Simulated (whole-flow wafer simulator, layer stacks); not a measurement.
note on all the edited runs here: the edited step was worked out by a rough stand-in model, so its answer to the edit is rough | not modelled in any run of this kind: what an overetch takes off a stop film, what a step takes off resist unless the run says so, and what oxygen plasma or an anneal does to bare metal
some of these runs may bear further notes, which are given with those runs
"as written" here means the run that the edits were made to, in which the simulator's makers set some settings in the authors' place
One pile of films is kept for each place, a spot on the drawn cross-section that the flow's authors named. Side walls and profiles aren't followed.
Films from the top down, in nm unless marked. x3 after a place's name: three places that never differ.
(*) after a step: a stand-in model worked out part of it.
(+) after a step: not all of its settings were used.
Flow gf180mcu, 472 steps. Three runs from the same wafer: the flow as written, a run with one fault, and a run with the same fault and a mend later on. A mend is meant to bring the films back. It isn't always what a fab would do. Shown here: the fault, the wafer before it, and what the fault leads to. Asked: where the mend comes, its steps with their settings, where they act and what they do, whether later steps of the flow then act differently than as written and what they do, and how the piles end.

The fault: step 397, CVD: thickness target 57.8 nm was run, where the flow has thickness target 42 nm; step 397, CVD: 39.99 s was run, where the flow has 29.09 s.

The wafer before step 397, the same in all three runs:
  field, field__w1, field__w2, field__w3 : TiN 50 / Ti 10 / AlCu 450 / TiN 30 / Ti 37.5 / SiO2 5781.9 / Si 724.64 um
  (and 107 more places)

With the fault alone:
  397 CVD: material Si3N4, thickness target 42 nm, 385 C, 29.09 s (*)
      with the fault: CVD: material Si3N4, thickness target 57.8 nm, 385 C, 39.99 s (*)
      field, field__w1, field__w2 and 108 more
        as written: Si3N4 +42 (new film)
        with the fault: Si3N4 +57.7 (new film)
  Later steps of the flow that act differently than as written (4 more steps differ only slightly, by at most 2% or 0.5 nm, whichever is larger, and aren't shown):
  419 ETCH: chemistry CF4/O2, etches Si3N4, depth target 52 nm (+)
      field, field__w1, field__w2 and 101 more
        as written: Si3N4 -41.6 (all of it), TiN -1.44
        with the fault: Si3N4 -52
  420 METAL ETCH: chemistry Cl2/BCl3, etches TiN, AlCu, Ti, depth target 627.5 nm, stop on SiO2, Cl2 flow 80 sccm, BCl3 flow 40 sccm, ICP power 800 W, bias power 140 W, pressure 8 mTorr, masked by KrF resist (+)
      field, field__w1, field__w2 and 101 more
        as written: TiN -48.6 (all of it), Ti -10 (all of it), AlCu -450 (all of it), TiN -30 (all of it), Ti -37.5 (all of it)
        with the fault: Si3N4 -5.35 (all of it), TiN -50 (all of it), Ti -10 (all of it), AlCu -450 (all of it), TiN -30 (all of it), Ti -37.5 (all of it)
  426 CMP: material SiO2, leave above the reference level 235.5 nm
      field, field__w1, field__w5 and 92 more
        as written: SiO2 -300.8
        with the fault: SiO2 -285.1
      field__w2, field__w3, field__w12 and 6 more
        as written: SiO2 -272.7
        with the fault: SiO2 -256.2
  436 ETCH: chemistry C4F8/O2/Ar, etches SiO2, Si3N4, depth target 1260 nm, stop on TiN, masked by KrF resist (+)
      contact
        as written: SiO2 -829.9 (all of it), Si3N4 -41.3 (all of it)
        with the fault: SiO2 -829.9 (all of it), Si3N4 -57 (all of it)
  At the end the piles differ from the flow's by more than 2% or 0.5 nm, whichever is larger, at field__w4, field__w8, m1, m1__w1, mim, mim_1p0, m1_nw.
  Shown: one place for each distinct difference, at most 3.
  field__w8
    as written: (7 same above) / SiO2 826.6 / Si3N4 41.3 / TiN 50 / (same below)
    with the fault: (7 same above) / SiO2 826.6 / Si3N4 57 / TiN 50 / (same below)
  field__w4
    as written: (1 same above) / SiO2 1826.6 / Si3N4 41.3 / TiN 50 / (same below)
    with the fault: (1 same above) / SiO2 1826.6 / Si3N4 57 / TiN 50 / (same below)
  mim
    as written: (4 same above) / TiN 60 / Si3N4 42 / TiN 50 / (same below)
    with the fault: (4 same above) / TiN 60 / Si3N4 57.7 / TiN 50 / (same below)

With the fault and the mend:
  The mend comes after step 397.
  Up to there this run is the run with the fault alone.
  397a WET ETCH: chemistry H3PO4, depth target 15.8 nm, 160 C (the flow's step 14 once more, with other settings)
      field, field__w1, field__w2 and 108 more
        Si3N4 -15.8
  No later step of the flow acts differently than as written, at any place that is followed, by more than 2% or 0.5 nm, whichever is larger.
  At the end the piles differ from the flow's only slightly at the places that both follow, by at most 2% or 0.5 nm, whichever is larger.
